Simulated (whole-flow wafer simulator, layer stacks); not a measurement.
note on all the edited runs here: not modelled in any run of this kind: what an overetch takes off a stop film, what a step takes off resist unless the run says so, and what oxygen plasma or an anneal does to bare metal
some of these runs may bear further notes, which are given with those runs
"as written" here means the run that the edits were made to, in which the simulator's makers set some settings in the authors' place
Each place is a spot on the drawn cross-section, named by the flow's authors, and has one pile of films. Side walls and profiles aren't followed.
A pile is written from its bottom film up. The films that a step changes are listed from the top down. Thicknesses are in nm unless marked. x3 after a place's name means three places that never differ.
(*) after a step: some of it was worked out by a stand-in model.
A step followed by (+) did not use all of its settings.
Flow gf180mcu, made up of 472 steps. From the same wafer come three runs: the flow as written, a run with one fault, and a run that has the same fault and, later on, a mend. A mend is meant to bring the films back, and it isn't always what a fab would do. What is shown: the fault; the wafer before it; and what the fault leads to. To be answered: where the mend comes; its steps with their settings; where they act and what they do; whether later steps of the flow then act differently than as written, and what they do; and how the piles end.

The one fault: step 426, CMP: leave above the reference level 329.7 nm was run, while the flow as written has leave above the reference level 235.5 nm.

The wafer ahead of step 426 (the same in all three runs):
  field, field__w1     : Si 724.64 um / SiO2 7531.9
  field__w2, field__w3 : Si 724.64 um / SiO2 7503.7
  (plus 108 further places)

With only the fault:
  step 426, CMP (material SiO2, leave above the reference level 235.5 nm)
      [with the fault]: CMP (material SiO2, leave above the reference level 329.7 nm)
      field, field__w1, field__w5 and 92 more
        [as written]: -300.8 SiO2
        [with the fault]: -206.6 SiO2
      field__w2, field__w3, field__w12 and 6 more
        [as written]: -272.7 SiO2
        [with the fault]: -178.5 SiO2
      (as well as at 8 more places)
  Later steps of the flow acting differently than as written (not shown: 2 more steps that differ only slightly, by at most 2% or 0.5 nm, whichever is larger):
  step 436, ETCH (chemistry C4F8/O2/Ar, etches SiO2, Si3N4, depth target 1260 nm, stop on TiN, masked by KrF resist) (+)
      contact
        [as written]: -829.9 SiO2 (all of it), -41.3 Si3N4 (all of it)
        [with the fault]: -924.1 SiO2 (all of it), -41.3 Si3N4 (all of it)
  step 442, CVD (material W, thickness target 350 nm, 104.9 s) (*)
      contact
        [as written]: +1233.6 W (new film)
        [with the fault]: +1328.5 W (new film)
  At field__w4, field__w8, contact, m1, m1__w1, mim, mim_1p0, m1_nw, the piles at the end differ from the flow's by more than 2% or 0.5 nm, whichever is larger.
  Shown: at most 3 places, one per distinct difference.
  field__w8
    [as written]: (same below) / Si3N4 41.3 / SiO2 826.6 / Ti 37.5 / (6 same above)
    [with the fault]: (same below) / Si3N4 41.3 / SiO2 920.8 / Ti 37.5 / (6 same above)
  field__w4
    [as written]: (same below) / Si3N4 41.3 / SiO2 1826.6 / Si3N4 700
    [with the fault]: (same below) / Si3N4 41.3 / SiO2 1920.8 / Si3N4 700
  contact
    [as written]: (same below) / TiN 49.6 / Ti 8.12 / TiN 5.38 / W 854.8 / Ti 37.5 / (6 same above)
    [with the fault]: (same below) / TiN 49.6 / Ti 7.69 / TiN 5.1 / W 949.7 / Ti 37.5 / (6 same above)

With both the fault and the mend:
  The mend stands after step 434.
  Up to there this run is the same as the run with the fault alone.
  step 434a, STRIP (chemistry O2/N2, power 2160 W, pressure 1700 mTorr) (*)
      field, field__w1, field__w2 and 108 more
        -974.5 KrF resist (all of it), -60 anti-reflective coat (all of it)
      contact
        -60 anti-reflective coat (all of it)
  step 434b, CMP (material SiO2, leave above the reference level 235.5 nm) (the flow's step 426, run once more)
      field, field__w1, field__w2 and 109 more
        -94.2 SiO2
  step 434c, HMDS (120 C, 60 s) (the flow's step 428, run once more)
      does not change any film at any place that is followed
  step 434d, COAT (anti-reflective coat, thickness 60 nm, 182 C, 71 s) (the flow's step 429, run once more)
      field, field__w1, field__w2 and 109 more
        +60 anti-reflective coat (new film)
  step 434e, COAT (KrF resist, thickness 1000 nm) (the flow's step 430, run once more)
      field, field__w1, field__w2 and 109 more
        +1000 KrF resist (new film)
  step 434f, SOFTBAKE (KrF resist) (the flow's step 431, run once more)
      does not change any film at any place that is followed
  step 434g, EXPOSE (photomask Via5) (the flow's step 432, run once more)
      does not change any film at any place that is followed
  step 434h, PEB (KrF resist, 135 C, 90 s) (the flow's step 433, run once more)
      field, field__w1, field__w2 and 109 more
        -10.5 KrF resist
  step 434i, DEVELOP (KrF resist, thickness 1000 nm, 60 s) (the flow's step 434, run once more)
      field, field__w1, field__w2 and 108 more
        -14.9 KrF resist
      contact
        -989.5 KrF resist (all of it)
  Later steps of the flow that are run all act as written at every place that is followed.
  At every place that both follow, the piles at the end match the flow's.
